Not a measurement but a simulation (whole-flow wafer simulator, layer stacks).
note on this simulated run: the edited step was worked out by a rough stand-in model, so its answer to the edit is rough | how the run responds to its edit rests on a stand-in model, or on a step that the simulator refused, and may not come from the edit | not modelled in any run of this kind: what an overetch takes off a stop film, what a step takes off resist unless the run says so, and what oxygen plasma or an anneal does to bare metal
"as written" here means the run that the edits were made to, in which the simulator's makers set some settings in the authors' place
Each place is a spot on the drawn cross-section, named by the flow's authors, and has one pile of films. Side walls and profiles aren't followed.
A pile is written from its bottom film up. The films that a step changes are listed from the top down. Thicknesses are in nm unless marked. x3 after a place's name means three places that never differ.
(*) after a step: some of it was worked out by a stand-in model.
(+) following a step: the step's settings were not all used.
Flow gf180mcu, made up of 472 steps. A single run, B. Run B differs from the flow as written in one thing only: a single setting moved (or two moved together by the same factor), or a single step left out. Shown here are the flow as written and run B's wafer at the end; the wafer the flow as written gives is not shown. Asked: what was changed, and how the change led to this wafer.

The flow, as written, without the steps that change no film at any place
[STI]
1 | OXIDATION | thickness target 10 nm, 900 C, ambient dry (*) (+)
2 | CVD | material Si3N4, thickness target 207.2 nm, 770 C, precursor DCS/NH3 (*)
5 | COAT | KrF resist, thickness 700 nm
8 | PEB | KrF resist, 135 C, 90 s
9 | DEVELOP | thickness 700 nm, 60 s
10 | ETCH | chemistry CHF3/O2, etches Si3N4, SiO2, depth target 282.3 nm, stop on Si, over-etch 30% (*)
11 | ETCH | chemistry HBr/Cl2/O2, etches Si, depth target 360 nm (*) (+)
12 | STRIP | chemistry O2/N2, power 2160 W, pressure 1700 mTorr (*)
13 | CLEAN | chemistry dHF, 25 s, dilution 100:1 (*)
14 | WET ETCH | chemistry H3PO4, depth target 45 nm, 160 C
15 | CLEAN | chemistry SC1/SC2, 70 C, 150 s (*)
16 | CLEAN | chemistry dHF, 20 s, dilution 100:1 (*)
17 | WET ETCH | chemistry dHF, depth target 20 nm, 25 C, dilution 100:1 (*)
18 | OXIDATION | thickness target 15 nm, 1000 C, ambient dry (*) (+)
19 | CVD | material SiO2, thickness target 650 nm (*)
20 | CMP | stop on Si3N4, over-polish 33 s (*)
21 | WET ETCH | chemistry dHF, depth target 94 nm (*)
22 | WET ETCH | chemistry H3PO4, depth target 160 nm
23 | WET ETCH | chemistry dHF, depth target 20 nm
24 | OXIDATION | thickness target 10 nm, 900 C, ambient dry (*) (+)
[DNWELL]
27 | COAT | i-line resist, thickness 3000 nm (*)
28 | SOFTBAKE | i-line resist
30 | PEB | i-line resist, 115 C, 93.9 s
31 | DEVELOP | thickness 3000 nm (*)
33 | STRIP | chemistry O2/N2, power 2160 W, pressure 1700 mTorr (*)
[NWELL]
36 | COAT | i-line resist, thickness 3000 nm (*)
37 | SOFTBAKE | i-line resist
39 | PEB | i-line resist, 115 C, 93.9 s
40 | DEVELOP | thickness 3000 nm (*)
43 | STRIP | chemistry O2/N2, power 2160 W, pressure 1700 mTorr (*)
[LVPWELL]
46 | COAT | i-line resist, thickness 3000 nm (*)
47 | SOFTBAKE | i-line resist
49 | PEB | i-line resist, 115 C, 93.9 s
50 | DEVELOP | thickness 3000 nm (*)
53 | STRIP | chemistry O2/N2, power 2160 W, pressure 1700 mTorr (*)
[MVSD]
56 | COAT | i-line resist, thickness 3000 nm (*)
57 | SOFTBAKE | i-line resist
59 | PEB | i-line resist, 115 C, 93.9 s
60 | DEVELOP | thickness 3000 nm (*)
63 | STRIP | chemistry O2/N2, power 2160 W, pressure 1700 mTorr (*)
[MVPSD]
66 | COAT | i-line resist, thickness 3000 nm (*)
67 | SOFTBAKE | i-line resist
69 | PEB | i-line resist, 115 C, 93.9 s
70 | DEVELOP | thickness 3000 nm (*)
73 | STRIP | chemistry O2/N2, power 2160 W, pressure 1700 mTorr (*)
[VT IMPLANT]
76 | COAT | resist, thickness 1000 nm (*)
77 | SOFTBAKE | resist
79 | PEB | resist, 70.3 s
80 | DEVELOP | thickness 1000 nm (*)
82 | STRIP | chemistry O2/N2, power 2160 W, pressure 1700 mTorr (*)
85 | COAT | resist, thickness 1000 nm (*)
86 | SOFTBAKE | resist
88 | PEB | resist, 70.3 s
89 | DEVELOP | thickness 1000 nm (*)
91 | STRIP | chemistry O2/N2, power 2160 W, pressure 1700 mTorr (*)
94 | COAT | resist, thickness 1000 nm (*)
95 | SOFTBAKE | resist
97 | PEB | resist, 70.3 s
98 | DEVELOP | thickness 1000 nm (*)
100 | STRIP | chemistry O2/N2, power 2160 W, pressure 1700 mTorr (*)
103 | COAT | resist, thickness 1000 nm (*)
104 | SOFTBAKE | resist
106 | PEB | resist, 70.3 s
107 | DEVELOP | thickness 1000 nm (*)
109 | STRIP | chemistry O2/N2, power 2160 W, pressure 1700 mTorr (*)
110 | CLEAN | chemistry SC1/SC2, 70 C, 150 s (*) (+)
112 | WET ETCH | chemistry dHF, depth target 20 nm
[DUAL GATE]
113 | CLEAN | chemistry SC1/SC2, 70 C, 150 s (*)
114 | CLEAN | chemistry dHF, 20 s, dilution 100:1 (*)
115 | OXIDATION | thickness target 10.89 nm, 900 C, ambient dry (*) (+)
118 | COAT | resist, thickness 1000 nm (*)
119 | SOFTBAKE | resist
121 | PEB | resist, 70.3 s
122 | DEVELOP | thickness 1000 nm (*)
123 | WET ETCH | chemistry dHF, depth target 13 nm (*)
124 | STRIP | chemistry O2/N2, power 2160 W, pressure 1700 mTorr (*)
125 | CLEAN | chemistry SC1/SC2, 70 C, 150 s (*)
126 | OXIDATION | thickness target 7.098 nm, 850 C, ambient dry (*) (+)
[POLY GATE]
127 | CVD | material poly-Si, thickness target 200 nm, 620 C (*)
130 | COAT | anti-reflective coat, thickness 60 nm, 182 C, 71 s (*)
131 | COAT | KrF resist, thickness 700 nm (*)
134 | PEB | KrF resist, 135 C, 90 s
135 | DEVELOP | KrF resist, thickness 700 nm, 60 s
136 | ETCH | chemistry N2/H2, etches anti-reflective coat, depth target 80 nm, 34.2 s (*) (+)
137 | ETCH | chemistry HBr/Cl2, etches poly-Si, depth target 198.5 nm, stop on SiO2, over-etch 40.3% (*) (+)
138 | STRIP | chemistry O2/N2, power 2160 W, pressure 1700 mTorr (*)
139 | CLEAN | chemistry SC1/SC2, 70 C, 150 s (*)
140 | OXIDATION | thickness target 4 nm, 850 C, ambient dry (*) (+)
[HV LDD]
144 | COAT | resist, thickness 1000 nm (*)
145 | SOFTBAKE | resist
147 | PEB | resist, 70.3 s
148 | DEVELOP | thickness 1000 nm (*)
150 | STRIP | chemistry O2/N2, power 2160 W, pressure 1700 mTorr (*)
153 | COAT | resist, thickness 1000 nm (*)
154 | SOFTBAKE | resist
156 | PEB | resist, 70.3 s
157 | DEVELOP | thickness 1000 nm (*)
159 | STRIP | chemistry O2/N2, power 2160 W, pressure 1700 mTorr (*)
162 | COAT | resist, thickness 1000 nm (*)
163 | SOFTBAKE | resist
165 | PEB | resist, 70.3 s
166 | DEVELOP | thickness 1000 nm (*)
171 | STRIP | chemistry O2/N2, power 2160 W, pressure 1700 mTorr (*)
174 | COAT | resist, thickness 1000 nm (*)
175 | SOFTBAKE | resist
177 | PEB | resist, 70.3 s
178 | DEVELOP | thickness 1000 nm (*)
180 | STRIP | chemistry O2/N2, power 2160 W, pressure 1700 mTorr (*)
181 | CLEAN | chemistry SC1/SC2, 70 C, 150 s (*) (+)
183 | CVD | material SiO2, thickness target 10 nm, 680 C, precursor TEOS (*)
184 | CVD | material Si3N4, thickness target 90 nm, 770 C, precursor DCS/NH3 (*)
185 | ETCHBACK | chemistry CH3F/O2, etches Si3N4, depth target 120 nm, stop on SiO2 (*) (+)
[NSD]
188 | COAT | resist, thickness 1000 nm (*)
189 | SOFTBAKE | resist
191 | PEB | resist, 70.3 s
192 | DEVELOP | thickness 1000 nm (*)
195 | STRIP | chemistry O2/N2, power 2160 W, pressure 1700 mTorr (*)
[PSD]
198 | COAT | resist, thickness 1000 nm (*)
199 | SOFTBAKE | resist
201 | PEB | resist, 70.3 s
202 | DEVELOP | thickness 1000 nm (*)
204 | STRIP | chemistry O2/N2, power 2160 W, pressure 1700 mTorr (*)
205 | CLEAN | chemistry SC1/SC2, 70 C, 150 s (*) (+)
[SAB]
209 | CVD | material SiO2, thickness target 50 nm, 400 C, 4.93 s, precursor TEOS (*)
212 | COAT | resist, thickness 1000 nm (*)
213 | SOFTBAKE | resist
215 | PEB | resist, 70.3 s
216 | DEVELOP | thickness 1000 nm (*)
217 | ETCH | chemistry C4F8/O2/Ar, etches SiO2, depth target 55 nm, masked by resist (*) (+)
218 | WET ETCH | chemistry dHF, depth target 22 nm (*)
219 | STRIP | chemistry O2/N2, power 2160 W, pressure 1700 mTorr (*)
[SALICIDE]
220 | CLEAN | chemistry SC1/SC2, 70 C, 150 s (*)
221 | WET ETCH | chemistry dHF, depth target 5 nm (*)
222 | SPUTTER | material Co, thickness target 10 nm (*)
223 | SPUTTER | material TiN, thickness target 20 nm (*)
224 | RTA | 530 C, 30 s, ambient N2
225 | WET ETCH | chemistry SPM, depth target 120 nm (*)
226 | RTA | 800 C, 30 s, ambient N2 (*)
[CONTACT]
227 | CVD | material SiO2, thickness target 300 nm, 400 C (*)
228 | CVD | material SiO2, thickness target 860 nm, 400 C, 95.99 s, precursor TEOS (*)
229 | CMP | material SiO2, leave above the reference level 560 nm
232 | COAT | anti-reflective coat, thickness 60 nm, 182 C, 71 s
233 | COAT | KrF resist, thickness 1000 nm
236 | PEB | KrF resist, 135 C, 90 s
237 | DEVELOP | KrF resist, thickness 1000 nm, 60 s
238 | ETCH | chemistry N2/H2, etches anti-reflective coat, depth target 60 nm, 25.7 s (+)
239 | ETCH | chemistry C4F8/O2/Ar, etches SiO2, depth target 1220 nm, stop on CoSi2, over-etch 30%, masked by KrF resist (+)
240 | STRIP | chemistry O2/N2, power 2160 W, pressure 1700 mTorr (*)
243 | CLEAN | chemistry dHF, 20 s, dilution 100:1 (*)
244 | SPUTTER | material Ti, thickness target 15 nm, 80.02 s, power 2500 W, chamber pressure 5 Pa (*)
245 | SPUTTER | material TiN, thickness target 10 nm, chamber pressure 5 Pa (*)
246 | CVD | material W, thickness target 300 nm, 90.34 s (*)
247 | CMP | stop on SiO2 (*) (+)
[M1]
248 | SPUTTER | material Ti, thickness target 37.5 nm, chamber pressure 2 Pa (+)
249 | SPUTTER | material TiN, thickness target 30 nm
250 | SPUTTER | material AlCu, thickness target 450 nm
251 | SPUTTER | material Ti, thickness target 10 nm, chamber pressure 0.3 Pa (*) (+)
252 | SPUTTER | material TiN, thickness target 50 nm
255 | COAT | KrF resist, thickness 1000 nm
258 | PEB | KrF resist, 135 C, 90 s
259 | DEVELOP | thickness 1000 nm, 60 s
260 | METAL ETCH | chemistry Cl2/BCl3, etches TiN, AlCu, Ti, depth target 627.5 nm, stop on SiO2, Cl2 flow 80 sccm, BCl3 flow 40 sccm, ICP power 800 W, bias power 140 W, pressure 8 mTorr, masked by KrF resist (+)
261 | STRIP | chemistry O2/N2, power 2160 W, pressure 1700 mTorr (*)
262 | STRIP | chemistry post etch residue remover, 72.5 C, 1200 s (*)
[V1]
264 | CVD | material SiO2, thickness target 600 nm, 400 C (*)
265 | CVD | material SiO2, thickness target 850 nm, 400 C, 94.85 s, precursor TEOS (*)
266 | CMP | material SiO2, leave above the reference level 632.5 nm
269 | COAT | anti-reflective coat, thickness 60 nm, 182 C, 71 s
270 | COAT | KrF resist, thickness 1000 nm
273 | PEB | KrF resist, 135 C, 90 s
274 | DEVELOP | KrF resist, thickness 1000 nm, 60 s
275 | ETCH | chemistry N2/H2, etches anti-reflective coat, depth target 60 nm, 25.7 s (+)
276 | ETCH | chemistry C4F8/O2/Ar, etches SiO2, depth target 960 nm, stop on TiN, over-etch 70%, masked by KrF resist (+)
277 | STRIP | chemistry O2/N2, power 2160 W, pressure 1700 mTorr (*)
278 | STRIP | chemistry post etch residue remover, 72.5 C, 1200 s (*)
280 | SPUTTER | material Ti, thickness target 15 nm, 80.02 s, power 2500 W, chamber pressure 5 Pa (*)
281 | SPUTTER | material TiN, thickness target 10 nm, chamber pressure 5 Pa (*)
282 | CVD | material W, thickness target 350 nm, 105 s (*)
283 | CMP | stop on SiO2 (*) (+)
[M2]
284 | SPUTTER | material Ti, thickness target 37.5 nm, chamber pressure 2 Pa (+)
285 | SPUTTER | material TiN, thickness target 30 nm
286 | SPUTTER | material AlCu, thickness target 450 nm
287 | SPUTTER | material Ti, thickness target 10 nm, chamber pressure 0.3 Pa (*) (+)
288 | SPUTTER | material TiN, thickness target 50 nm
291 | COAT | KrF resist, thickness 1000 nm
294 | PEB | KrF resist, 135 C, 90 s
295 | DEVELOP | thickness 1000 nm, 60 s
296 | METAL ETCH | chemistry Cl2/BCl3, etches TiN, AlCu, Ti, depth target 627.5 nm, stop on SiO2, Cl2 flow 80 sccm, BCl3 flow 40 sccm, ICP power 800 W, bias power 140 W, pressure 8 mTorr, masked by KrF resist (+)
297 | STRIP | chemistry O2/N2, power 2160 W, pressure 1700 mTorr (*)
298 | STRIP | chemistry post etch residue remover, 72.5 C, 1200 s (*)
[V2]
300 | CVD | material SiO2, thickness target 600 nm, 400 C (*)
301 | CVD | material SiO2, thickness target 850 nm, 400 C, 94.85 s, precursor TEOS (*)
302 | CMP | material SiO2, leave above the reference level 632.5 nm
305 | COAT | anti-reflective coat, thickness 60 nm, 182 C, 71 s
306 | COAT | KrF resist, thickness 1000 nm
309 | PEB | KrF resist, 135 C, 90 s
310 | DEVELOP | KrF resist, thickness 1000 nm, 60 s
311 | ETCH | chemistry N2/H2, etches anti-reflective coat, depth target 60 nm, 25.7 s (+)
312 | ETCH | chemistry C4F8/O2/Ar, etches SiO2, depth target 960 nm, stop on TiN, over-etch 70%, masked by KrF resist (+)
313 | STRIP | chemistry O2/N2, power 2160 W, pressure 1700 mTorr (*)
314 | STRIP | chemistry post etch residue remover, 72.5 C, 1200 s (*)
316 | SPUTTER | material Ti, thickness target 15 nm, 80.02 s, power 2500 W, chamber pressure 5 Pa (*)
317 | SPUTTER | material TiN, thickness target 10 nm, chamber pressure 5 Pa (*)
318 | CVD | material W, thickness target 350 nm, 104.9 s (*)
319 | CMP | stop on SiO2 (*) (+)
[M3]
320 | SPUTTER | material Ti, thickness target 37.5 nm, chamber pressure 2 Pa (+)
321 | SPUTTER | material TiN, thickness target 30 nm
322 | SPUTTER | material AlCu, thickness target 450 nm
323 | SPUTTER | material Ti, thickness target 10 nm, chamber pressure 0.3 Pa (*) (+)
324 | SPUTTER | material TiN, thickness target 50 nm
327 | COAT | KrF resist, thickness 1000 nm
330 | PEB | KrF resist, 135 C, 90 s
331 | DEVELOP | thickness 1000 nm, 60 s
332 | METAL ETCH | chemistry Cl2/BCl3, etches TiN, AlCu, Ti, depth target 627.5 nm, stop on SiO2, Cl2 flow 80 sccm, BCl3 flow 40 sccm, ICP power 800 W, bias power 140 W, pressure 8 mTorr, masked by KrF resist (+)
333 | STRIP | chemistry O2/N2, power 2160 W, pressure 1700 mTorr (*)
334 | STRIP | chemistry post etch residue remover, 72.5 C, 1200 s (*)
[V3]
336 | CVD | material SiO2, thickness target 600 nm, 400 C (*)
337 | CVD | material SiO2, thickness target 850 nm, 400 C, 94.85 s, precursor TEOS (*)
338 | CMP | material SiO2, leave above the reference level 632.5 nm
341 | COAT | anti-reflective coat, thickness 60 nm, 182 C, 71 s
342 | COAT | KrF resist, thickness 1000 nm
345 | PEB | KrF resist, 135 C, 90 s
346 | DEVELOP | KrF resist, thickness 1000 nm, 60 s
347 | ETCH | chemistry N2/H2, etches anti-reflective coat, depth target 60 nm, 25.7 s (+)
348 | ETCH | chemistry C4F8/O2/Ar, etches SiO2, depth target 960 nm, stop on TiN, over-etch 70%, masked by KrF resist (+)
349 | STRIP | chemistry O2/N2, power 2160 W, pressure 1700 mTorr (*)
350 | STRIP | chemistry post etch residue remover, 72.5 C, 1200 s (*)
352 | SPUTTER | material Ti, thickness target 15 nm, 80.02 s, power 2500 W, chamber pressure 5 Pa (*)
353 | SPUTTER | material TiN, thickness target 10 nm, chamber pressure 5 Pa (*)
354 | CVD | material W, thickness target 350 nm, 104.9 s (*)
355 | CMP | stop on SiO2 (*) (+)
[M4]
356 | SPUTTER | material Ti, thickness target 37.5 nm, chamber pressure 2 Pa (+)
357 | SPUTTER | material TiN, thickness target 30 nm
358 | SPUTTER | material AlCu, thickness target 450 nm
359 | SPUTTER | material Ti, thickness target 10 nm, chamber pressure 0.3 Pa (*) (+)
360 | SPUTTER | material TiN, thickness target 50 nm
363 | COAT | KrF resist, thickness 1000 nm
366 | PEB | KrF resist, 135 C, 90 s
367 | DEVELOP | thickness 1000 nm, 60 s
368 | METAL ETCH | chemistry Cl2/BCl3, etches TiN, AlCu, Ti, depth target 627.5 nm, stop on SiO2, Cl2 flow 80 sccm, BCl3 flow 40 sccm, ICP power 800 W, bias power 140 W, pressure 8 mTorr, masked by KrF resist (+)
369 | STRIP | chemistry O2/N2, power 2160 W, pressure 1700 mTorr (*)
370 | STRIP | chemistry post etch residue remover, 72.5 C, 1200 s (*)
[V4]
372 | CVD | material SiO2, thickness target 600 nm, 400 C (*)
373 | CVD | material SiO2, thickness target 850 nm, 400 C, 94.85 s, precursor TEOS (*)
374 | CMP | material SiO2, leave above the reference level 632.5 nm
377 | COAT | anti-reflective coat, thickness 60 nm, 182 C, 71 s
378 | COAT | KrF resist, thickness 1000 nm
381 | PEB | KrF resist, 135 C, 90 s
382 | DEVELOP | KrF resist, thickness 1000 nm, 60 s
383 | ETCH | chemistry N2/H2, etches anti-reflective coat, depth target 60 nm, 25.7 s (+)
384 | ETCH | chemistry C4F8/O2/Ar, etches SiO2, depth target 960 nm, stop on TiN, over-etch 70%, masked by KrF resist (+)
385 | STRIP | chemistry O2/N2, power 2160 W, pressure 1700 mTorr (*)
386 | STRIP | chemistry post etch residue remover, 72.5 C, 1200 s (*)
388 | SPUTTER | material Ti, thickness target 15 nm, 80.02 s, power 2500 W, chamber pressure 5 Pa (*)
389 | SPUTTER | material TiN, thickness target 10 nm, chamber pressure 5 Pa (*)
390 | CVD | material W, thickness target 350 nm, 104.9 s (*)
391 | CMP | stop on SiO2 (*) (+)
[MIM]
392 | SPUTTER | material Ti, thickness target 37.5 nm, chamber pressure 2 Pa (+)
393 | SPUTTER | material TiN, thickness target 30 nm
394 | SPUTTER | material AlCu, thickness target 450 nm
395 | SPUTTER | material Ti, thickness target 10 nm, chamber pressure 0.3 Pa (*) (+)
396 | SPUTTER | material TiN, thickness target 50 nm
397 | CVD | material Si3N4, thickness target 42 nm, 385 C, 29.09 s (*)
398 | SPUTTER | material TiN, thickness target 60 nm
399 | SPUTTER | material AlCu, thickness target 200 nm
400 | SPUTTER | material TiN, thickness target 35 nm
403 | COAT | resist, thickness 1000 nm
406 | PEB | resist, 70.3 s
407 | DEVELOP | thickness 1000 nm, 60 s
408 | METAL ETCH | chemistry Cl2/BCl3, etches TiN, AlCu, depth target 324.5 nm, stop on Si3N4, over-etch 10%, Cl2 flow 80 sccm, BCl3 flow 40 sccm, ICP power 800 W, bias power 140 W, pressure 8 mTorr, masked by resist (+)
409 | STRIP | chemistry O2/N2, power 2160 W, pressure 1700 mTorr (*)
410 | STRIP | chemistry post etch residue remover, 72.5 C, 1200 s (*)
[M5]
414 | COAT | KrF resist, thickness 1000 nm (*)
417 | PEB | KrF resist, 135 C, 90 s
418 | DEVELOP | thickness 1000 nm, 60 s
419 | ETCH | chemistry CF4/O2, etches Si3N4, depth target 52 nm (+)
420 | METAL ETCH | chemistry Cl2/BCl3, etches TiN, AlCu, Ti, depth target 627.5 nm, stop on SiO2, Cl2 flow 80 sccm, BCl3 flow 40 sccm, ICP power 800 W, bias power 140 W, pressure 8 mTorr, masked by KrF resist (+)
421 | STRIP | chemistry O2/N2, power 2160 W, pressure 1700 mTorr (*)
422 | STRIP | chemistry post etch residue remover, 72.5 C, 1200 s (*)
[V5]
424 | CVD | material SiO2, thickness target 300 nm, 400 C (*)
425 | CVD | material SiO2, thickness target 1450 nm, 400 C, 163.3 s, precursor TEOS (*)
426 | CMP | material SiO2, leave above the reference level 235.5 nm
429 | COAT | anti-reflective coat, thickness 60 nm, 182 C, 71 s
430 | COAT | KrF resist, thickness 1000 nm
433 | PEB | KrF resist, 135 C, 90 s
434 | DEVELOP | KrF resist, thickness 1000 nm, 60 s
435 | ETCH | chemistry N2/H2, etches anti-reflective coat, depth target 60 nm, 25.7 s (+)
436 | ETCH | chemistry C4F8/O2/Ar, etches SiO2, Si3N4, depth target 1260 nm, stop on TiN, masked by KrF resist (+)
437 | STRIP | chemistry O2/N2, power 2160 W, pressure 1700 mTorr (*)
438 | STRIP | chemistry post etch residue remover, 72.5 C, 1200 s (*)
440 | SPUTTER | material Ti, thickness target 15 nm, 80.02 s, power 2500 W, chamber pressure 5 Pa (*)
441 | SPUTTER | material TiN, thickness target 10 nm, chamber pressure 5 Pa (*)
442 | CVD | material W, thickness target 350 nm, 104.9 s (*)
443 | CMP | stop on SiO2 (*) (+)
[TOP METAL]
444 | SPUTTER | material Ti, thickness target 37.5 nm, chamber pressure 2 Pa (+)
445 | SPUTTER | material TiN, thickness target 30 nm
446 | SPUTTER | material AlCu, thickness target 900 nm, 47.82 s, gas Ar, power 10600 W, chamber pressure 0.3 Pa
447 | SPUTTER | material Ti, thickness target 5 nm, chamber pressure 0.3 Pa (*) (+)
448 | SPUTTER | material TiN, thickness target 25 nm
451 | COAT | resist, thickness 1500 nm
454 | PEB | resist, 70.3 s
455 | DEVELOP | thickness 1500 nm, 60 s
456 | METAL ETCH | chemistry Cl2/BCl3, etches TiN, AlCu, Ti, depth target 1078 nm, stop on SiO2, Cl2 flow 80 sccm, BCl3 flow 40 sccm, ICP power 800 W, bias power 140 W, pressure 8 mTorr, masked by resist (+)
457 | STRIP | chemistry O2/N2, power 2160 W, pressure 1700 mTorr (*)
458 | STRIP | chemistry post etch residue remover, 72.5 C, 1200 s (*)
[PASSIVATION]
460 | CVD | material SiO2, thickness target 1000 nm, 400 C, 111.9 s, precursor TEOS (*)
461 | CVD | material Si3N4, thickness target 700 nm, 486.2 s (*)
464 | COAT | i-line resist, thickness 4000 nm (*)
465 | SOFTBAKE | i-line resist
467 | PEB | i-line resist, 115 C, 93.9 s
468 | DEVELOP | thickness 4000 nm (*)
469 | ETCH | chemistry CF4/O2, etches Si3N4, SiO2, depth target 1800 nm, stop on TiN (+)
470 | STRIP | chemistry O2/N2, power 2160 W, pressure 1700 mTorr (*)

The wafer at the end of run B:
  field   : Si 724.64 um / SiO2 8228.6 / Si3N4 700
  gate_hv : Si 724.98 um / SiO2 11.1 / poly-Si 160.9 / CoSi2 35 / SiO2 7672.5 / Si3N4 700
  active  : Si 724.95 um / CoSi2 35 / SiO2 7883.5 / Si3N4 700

The reason: step 126, OXIDATION: thickness target 3.194 nm was run, whereas the flow has thickness target 7.098 nm.

Step by step, how the change led to this:
  126 | OXIDATION | thickness target 7.098 nm, 850 C, ambient dry (*) (+)
      field_sub__w1, field_sub__w3, field_sub__w4, field_sub__w5, ld_fp_n, ld_drift_n, ld_fp_p, ld_drift_p: nothing (as written it would have been: SiO2 gains 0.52, Si loses 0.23)
      field__w1, field__w2, field__w6, nw_sep_fld, m1_nw: nothing (as written it would have been: SiO2 gains 0.53, Si loses 0.23)
      (as well as at 50 more places)
  130 | COAT | anti-reflective coat, thickness 60 nm, 182 C, 71 s (*)
      p_well, spacer, sd_n: anti-reflective coat gains 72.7 (new film) (as written it would have been: anti-reflective coat gains 70.9 (new film))
      field_sub__w5: anti-reflective coat gains 46.3 (new film) (as written it would have been: anti-reflective coat gains 47.3 (new film))
      (as well as at 2 more places)
  136 | ETCH | chemistry N2/H2, etches anti-reflective coat, depth target 80 nm, 34.2 s (*) (+)
      p_well, spacer, sd_n: anti-reflective coat loses 72.7 (all of it), poly-Si loses 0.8 (as written it would have been: anti-reflective coat loses 70.9 (all of it), poly-Si loses 0.85)
      field_sub__w5: anti-reflective coat loses 46.3 (all of it), poly-Si loses 1.48 (as written it would have been: anti-reflective coat loses 47.3 (all of it), poly-Si loses 1.45)
      (as well as at 2 more places)
  145 | SOFTBAKE | resist
      active_nat: resist gains 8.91 (as written it would have been: resist gains 4.68)
  154 | SOFTBAKE | resist
      active_nat: resist gains 8.91 (as written it would have been: resist gains 4.68)
  163 | SOFTBAKE | resist
      active_nat: resist gains 8.91 (as written it would have been: resist gains 4.68)
  175 | SOFTBAKE | resist
      active_nat: resist gains 8.91 (as written it would have been: resist gains 4.68)
  189 | SOFTBAKE | resist
      field__w9: resist loses 3.07 (as written it would have been: resist gains 6.92)
      active_hv: resist loses 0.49 (as written it would have been: resist gains 2.68)
      (as well as at 1 more place)
  199 | SOFTBAKE | resist
      field__w9: resist loses 3.07 (as written it would have been: resist gains 6.92)
      active_hv: resist loses 0.49 (as written it would have been: resist gains 2.68)
      (as well as at 1 more place)
  218 | WET ETCH | chemistry dHF, depth target 22 nm (*)
      active, p_well, sd_n, iso_ptap_pw, iso_ntap_nw, iso_ptap_sub, vpnp_e: SiO2 loses 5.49 (all of it) (as written it would have been: SiO2 loses 9.01 (all of it))
      ldn_tap, ldn_src, ldn_drn, ldp_tap, ldp_src, ldp_drn, ldp_gr: SiO2 loses 13 (all of it) (as written it would have been: SiO2 loses 16 (all of it))
      (as well as at 9 more places)
  223 | SPUTTER | material TiN, thickness target 20 nm (*)
      field__w12: TiN gains 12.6 (new film) (as written it would have been: TiN gains 12 (new film))
  225 | WET ETCH | chemistry SPM, depth target 120 nm (*)
      field__w12: TiN loses 12.6 (all of it), Co loses 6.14 (all of it) (as written it would have been: TiN loses 12 (all of it), Co loses 6.15 (all of it))
